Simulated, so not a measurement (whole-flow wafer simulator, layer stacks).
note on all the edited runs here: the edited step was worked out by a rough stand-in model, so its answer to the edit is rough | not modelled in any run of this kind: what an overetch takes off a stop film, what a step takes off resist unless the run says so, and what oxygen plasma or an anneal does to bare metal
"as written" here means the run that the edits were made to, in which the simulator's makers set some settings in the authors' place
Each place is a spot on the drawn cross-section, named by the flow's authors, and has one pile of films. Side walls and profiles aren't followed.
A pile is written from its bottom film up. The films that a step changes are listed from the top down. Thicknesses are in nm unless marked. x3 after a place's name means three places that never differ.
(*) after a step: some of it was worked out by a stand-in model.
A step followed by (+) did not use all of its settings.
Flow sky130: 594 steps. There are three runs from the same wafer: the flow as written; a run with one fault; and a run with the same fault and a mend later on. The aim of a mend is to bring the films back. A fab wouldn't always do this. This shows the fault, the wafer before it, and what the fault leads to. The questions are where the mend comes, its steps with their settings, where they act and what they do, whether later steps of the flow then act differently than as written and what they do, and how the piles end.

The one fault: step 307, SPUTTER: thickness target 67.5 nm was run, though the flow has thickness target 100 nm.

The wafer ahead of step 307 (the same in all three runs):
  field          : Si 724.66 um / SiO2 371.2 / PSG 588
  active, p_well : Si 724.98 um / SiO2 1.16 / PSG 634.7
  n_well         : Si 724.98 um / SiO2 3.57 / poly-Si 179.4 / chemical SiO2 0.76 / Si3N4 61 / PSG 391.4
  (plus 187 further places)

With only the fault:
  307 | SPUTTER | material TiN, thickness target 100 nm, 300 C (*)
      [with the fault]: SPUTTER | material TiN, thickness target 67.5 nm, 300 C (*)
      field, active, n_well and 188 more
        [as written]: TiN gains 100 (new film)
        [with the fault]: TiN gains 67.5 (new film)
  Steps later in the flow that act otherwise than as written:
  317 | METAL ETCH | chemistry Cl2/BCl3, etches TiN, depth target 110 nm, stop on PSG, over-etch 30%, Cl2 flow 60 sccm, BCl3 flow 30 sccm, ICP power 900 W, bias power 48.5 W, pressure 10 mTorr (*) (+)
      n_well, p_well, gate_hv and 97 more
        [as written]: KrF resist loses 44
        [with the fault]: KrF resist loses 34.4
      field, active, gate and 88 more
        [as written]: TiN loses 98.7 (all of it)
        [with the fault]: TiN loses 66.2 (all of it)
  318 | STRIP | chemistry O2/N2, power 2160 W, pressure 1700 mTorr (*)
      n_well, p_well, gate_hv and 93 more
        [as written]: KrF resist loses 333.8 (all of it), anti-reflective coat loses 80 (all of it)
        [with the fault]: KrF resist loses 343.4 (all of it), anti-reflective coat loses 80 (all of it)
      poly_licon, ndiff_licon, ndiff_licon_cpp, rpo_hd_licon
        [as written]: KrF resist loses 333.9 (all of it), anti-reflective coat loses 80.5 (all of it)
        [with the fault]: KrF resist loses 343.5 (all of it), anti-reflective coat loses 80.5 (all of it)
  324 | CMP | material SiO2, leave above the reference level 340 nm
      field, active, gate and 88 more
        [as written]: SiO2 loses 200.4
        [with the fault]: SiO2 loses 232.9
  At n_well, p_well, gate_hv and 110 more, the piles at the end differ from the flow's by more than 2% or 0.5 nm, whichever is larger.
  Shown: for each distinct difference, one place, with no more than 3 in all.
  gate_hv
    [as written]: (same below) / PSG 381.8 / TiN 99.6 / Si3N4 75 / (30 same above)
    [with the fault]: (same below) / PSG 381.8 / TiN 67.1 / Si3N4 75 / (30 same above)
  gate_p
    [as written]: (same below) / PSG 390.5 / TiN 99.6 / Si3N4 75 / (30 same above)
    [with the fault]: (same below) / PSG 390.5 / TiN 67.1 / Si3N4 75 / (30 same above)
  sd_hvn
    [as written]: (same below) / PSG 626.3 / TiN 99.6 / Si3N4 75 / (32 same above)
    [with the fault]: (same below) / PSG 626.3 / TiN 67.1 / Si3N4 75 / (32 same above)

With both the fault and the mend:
  The mend stands after step 307.
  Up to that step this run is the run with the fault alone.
  307a | SPUTTER | material TiN, thickness target 32.5 nm, 300 C (*) (a further turn of the flow's step 307, with different settings)
      field, active, n_well and 188 more
        TiN gains 32.5
  Every later step of the flow that is run acts as written, at every place that is followed, to within 2% or 0.5 nm, whichever is larger.
  The piles end the same as the flow's at every place that both follow.
